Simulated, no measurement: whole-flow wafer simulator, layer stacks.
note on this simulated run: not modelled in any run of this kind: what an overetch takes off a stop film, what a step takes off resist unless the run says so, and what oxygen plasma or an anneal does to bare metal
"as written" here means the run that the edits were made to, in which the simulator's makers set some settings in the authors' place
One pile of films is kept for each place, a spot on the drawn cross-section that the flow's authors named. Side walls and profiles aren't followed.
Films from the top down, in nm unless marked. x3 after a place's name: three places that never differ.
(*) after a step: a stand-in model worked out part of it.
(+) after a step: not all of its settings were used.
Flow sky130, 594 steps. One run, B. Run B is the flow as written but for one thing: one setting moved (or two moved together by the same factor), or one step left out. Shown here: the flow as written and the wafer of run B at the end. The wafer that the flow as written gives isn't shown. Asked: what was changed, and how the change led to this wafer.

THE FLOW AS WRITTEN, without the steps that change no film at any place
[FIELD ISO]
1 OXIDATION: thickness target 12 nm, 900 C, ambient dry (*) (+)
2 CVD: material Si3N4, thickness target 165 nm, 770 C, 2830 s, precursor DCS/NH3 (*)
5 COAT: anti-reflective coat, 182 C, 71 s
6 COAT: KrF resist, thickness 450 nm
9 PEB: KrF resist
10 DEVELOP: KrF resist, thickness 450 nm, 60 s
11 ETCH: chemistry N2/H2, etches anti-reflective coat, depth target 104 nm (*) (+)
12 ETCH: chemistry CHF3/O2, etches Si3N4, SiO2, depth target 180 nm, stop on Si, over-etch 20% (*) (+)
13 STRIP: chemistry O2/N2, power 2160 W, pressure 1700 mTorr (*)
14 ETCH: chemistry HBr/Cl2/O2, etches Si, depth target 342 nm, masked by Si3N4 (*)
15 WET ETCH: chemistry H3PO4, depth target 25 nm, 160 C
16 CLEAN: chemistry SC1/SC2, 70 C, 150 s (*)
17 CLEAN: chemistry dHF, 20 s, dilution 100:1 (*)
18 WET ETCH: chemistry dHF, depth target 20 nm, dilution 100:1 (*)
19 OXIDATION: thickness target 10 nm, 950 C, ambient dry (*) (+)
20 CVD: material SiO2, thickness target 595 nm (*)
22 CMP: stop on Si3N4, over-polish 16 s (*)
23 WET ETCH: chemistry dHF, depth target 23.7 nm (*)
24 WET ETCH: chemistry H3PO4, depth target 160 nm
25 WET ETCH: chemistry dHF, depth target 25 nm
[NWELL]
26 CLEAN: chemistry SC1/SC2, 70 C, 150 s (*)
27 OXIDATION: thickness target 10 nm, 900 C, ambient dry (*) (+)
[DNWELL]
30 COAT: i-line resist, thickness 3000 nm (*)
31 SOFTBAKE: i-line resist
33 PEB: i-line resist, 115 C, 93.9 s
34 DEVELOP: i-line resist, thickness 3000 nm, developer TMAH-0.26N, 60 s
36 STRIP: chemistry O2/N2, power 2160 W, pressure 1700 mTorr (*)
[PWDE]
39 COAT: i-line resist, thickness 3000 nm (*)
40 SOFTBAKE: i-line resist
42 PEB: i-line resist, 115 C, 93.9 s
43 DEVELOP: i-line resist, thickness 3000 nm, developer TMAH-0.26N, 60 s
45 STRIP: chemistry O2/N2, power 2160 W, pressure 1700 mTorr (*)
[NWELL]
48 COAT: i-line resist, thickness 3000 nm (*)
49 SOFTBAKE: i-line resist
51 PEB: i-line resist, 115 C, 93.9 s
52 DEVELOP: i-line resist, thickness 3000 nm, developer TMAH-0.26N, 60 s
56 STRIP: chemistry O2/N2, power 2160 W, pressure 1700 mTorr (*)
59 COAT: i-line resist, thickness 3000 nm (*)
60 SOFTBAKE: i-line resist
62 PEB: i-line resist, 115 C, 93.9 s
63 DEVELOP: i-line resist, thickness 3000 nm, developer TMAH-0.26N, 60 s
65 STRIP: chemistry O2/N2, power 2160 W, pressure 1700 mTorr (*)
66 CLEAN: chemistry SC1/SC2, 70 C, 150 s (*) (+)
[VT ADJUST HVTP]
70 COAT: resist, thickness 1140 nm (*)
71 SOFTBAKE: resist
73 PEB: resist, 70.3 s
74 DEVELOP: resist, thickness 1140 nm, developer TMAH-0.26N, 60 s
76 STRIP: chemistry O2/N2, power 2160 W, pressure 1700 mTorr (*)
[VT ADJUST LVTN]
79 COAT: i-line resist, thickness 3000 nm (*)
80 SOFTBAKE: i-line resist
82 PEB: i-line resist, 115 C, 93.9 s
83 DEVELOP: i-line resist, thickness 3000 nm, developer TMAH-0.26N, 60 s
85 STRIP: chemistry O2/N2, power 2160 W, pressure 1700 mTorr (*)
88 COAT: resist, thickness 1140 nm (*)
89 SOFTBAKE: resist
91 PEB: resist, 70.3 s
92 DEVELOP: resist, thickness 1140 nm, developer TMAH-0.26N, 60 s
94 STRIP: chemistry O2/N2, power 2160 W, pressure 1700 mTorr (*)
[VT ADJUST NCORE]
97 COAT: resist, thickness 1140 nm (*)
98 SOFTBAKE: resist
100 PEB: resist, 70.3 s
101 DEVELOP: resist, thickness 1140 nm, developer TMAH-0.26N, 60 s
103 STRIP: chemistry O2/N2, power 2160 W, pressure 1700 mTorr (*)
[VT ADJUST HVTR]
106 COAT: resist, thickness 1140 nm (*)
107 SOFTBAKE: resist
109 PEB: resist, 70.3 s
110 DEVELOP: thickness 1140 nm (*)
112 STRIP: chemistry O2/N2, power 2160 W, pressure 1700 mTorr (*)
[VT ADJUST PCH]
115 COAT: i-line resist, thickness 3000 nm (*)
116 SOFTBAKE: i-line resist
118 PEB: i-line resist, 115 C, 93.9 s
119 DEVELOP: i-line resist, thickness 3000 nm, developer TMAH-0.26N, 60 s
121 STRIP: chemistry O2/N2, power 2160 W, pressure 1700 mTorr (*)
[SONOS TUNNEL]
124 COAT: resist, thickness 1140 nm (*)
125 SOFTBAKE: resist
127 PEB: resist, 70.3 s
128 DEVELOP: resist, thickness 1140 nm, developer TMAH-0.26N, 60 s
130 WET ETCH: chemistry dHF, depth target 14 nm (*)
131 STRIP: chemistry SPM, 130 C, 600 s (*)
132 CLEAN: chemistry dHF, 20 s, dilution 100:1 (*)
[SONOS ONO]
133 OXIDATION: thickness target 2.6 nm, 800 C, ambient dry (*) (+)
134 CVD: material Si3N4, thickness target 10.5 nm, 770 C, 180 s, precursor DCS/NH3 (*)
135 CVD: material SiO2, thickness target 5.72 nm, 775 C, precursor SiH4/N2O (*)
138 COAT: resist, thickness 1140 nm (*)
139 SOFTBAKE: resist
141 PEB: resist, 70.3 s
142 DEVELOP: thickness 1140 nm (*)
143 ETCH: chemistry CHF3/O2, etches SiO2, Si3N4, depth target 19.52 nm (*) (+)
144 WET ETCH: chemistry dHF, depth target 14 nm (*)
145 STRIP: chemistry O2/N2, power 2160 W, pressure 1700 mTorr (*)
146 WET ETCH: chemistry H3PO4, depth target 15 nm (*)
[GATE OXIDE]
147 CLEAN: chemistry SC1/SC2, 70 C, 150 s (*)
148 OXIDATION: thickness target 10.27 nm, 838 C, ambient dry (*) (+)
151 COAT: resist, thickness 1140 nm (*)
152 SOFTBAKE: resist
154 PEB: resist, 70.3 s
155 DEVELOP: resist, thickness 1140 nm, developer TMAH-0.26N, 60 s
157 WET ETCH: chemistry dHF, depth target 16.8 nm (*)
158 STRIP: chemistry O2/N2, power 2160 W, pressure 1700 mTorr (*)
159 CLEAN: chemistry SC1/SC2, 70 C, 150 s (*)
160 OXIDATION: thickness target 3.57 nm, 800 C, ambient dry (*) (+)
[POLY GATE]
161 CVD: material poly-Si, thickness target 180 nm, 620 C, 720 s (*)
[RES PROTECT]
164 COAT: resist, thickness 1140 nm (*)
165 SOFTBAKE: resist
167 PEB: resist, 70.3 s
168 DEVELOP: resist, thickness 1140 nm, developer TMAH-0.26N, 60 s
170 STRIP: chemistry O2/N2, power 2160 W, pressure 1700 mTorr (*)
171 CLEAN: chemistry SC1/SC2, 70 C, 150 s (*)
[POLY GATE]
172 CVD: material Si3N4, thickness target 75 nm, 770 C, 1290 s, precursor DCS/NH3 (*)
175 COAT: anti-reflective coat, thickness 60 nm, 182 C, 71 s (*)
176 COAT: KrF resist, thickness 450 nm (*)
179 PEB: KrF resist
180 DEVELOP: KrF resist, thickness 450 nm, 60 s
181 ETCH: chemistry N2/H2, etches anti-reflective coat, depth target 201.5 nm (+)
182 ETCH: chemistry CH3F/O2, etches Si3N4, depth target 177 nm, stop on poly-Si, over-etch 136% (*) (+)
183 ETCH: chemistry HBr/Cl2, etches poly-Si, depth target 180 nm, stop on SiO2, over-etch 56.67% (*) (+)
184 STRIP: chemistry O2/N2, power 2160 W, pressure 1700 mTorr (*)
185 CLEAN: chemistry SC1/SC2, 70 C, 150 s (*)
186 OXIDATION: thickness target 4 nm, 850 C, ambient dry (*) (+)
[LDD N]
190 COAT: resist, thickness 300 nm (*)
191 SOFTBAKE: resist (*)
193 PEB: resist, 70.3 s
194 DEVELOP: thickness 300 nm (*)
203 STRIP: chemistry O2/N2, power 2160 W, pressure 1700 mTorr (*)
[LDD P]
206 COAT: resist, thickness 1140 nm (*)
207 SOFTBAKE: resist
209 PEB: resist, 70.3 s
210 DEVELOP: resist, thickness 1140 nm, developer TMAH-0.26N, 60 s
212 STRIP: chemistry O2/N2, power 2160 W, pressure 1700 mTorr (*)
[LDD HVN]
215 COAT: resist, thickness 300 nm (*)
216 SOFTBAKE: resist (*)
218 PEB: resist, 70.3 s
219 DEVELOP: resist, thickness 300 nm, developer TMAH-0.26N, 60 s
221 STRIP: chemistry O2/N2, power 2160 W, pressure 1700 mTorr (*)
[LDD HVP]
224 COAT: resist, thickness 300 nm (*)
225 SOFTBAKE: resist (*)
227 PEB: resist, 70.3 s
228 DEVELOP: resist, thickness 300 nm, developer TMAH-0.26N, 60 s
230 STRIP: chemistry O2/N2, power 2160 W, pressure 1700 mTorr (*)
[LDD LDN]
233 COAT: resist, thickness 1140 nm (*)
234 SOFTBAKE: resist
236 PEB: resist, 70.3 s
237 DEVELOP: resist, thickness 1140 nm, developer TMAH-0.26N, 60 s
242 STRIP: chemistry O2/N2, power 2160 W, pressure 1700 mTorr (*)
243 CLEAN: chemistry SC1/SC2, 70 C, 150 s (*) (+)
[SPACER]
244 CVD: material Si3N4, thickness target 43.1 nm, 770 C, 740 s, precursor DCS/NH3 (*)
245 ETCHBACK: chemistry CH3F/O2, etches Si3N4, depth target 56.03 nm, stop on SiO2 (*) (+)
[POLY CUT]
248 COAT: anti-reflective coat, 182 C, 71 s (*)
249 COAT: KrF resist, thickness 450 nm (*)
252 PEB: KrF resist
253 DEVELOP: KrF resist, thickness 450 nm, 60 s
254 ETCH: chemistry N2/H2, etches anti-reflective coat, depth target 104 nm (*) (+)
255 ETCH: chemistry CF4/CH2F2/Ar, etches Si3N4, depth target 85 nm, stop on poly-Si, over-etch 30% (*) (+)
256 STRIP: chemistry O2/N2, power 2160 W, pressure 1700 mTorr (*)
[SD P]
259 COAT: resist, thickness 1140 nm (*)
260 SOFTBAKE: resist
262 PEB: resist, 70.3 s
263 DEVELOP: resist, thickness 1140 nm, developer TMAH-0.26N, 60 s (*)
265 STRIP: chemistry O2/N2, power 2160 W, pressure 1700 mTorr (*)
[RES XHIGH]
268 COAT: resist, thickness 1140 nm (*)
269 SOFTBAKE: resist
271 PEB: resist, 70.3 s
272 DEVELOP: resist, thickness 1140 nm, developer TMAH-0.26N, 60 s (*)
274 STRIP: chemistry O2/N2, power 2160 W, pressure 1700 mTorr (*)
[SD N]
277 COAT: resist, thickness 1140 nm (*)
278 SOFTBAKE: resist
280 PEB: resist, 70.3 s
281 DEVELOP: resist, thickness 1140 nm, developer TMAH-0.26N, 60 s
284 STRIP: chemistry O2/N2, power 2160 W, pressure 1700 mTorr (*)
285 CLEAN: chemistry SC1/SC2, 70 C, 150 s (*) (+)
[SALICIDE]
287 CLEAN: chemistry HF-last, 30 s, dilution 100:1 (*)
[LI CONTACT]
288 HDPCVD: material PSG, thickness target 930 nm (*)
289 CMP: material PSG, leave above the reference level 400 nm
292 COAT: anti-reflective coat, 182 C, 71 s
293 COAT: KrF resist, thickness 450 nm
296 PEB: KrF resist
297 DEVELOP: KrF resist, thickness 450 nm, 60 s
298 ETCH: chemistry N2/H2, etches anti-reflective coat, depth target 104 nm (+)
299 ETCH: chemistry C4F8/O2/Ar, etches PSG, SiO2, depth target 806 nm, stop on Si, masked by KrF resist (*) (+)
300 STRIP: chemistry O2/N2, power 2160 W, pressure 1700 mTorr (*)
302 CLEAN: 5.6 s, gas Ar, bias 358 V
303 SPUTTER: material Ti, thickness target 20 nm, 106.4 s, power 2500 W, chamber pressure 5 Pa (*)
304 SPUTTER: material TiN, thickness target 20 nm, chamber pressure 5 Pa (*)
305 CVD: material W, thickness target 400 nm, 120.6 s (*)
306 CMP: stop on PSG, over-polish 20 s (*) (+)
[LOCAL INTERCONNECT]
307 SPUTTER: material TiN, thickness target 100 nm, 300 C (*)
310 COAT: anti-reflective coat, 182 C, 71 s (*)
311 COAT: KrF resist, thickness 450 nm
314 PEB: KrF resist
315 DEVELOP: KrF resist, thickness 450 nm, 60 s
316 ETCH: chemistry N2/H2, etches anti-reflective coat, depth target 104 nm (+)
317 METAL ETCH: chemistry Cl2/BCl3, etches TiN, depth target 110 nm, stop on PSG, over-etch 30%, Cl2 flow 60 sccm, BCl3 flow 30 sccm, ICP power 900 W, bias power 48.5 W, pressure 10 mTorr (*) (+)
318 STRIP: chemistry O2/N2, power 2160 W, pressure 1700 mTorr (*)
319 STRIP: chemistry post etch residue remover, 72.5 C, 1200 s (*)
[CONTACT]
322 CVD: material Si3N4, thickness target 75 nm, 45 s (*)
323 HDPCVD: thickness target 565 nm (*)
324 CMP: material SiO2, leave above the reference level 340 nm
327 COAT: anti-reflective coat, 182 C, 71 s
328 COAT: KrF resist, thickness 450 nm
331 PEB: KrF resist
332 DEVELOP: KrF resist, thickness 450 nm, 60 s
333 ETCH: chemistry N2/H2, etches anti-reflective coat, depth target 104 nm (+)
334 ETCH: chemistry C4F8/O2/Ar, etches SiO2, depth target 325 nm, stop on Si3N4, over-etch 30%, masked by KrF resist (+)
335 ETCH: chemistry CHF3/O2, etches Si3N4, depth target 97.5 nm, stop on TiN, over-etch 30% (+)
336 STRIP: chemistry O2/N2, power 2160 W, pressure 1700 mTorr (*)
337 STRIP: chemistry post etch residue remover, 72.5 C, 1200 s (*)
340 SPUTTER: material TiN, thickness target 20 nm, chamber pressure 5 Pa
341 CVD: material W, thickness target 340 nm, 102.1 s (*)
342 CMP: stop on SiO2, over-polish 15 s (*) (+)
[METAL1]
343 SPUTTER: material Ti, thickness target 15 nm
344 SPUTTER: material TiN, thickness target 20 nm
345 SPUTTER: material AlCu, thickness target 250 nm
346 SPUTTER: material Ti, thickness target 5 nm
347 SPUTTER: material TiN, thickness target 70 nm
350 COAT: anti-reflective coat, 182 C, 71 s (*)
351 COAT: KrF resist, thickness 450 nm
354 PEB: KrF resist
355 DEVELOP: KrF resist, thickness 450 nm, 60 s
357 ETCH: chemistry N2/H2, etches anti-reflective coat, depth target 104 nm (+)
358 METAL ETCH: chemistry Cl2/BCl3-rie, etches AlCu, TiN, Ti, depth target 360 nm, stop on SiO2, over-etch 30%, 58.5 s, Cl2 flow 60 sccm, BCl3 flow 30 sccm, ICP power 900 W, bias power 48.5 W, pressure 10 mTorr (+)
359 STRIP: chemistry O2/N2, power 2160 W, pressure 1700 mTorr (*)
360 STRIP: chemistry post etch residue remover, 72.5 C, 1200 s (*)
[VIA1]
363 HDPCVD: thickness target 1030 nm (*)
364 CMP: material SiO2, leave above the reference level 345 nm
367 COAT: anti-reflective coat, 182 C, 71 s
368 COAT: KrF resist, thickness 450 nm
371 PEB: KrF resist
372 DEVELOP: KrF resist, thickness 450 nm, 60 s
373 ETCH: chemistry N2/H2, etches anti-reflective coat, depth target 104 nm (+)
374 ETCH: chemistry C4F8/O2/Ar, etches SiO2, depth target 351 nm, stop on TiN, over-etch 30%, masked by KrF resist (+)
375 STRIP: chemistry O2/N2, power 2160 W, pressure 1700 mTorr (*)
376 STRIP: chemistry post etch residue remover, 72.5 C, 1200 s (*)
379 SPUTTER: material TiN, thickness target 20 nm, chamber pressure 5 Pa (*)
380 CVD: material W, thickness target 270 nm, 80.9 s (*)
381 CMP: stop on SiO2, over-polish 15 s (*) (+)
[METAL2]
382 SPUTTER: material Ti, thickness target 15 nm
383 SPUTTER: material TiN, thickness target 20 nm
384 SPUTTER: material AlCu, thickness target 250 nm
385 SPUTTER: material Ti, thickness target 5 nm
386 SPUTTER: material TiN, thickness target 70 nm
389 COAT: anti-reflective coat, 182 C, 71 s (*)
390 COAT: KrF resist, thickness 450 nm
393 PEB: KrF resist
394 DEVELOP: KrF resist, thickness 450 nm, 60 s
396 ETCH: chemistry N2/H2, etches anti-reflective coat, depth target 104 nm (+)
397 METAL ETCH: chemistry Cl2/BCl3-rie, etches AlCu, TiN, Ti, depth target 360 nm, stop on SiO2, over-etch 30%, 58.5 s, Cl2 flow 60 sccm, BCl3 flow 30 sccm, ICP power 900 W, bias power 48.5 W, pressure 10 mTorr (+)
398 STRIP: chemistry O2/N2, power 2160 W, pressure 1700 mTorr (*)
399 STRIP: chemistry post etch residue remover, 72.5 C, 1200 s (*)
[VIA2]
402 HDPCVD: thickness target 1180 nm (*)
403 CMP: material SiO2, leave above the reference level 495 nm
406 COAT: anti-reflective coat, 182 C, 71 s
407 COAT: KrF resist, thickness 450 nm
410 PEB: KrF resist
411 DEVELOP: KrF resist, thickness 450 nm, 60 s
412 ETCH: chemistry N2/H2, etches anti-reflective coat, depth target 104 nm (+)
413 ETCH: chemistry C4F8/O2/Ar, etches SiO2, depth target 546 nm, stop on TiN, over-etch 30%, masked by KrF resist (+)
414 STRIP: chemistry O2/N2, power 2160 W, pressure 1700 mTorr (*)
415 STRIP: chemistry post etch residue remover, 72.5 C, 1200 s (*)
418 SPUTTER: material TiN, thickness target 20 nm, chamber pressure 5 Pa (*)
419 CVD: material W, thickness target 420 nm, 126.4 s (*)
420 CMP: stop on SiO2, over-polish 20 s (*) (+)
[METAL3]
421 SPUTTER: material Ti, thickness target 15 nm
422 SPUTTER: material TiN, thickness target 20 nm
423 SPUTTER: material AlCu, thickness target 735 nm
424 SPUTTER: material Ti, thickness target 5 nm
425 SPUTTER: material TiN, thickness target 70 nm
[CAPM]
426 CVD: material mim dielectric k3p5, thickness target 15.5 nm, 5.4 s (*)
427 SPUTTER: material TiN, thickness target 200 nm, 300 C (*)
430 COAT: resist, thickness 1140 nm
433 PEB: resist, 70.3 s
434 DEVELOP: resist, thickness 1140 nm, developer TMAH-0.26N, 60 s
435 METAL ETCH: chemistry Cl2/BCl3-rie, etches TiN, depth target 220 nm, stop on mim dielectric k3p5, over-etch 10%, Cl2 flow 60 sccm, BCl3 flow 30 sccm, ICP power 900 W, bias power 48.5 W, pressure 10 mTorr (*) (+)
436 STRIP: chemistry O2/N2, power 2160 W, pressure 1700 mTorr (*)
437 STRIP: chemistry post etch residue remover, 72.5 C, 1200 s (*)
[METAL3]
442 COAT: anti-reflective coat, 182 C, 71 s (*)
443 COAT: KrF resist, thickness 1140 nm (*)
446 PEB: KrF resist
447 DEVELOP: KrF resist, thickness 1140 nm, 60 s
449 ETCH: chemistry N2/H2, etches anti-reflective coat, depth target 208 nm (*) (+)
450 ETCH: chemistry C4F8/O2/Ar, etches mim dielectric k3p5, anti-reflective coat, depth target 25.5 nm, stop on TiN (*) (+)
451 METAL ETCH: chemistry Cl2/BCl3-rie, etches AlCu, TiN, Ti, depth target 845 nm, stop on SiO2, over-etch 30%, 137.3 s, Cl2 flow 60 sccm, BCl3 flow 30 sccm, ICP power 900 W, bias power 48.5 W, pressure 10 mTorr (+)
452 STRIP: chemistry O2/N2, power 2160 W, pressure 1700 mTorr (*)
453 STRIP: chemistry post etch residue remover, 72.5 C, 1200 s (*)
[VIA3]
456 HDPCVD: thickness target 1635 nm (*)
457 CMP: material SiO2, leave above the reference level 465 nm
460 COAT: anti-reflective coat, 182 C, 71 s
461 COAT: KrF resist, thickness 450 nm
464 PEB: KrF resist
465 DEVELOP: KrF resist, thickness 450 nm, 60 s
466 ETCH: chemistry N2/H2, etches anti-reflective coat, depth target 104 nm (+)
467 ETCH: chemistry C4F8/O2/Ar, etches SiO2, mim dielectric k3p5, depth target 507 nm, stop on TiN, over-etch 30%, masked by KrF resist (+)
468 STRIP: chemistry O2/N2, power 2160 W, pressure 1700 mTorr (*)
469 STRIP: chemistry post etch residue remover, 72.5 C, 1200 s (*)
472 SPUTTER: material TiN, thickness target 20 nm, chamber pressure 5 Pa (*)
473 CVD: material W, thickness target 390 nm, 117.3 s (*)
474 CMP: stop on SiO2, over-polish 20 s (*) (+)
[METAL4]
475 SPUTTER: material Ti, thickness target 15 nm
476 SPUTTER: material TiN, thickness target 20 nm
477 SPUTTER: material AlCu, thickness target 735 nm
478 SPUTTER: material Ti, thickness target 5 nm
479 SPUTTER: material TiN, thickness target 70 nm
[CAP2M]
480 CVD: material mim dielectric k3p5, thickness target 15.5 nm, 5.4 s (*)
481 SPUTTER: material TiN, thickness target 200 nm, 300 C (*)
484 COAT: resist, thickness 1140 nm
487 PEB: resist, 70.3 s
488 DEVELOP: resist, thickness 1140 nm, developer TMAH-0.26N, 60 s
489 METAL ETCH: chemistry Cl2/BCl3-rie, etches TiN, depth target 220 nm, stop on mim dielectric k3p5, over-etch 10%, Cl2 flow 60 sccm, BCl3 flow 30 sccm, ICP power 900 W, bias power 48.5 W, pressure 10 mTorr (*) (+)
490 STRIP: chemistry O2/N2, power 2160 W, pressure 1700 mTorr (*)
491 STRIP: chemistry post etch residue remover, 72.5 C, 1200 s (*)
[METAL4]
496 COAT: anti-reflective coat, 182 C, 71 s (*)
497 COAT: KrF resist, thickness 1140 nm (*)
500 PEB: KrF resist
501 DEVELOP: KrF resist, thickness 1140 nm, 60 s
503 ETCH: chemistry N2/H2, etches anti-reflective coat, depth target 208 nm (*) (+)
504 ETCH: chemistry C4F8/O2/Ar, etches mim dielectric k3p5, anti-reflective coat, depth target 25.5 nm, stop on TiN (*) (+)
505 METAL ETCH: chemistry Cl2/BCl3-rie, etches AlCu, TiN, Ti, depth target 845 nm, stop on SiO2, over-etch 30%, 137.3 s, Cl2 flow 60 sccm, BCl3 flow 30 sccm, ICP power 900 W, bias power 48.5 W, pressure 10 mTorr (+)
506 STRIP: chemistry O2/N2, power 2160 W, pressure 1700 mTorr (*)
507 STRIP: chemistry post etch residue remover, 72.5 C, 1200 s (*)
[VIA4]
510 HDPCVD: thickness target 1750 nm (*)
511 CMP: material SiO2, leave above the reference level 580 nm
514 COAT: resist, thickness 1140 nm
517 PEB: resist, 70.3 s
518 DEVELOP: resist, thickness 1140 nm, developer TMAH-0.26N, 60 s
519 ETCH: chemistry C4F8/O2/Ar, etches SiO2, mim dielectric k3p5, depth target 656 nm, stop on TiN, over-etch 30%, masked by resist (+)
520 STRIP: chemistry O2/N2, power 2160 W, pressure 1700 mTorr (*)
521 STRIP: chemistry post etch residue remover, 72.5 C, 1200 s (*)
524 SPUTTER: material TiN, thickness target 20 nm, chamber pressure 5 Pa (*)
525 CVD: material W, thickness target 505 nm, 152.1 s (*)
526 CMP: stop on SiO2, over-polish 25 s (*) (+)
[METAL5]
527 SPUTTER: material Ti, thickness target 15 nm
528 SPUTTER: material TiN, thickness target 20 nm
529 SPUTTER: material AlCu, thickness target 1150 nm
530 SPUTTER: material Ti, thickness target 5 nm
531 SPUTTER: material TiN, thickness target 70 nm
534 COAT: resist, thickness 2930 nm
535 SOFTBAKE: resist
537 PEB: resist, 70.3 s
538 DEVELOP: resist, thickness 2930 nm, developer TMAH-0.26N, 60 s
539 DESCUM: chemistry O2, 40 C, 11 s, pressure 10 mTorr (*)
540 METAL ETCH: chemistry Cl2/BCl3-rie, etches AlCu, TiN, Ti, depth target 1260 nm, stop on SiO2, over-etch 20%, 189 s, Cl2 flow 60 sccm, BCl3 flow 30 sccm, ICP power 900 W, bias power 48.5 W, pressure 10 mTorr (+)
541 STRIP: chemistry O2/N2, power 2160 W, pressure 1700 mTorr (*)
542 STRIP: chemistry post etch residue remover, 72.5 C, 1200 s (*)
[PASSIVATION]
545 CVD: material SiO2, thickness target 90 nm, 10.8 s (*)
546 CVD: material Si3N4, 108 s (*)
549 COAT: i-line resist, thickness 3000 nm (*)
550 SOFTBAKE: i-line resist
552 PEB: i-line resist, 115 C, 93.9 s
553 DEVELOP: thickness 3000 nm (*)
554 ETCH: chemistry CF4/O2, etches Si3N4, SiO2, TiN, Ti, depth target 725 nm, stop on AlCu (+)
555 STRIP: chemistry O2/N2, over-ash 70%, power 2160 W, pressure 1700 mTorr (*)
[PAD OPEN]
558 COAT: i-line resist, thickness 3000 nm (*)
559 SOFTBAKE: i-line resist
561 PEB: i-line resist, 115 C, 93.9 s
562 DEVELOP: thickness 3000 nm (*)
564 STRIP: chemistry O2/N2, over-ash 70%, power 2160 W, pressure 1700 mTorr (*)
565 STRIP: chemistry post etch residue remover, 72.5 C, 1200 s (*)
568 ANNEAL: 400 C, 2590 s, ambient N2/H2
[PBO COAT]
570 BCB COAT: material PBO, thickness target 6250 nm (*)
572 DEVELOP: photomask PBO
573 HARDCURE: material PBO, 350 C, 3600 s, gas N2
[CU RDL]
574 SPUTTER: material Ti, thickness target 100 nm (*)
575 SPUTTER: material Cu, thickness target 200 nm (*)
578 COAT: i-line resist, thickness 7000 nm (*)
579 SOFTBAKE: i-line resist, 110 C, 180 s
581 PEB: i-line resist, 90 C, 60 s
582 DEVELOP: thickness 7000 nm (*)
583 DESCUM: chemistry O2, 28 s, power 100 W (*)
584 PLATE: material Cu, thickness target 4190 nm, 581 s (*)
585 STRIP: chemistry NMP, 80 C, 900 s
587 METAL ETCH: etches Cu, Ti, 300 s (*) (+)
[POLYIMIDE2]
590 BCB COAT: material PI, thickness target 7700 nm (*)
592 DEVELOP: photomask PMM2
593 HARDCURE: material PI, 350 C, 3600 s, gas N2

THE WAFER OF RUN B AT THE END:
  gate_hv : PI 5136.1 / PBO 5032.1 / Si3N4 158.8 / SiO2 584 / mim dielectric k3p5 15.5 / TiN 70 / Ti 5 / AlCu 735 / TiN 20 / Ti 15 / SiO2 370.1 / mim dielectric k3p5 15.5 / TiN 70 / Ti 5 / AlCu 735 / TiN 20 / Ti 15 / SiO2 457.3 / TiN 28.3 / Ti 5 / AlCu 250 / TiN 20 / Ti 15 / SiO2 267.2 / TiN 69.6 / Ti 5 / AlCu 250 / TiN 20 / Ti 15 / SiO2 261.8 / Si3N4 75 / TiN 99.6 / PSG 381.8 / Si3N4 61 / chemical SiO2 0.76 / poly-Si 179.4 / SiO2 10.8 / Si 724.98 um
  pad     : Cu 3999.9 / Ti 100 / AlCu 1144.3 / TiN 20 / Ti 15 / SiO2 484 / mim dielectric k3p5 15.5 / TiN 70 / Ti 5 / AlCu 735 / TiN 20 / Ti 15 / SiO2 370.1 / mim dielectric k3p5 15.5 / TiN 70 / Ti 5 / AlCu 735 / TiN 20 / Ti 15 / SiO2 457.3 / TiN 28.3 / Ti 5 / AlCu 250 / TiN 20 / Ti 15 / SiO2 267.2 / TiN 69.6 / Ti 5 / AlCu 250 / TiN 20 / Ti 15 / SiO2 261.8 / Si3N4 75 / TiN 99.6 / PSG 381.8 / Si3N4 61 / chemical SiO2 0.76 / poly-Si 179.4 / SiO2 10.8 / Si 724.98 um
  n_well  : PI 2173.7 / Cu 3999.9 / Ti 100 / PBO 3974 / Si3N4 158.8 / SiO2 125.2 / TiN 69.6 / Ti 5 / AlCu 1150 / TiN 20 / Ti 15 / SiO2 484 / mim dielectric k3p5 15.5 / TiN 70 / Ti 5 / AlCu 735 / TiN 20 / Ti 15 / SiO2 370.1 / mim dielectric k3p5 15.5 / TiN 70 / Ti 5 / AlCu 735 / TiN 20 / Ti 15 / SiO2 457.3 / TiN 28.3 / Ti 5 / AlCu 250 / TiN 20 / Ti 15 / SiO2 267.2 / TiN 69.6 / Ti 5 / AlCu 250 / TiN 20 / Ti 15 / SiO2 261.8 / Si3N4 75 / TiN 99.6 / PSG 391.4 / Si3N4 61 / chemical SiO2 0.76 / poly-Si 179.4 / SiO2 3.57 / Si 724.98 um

The cause: step 386, SPUTTER: thickness target 28.7 nm was run, where the flow has thickness target 70 nm.

How the change led to this, step by step:
  386 SPUTTER: material TiN, thickness target 70 nm
      field, active, n_well and 188 more: TiN +28.7 (new film) (as written it would be: TiN +70 (new film))
  397 METAL ETCH: chemistry Cl2/BCl3-rie, etches AlCu, TiN, Ti, depth target 360 nm, stop on SiO2, over-etch 30%, 58.5 s, Cl2 flow 60 sccm, BCl3 flow 30 sccm, ICP power 900 W, bias power 48.5 W, pressure 10 mTorr (+)
      field, active, gate and 82 more: TiN -27.4 (all of it), Ti -5 (all of it), AlCu -250 (all of it), TiN -20 (all of it), Ti -15 (all of it), SiO2 -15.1 (as written it would be: TiN -68.7 (all of it), Ti -5 (all of it), AlCu -250 (all of it), TiN -20 (all of it), Ti -15 (all of it), SiO2 -10.9)
  403 CMP: material SiO2, leave above the reference level 495 nm
      n_well, p_well, gate_hv and 101 more: SiO2 -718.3 (as written it would be: SiO2 -759.6)
      m1, via1_hole: SiO2 -717.8 (as written it would be: SiO2 -759.1)
  413 ETCH: chemistry C4F8/O2/Ar, etches SiO2, depth target 546 nm, stop on TiN, over-etch 30%, masked by KrF resist (+)
      m1: SiO2 -461.6 (all of it) (as written it would be: SiO2 -420.3 (all of it))
      via2_hole: SiO2 -461.1 (all of it) (as written it would be: SiO2 -419.8 (all of it))
  418 SPUTTER: material TiN, thickness target 20 nm, chamber pressure 5 Pa (*)
      m1: TiN +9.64 (as written it would be: TiN +10.2)
      via2_hole: TiN +9.63 (as written it would be: TiN +10.2)
  419 CVD: material W, thickness target 420 nm, 126.4 s (*)
      m1: W +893 (new film) (as written it would be: W +851.1 (new film))
      via2_hole: W +892.5 (new film) (as written it would be: W +850.7 (new film))
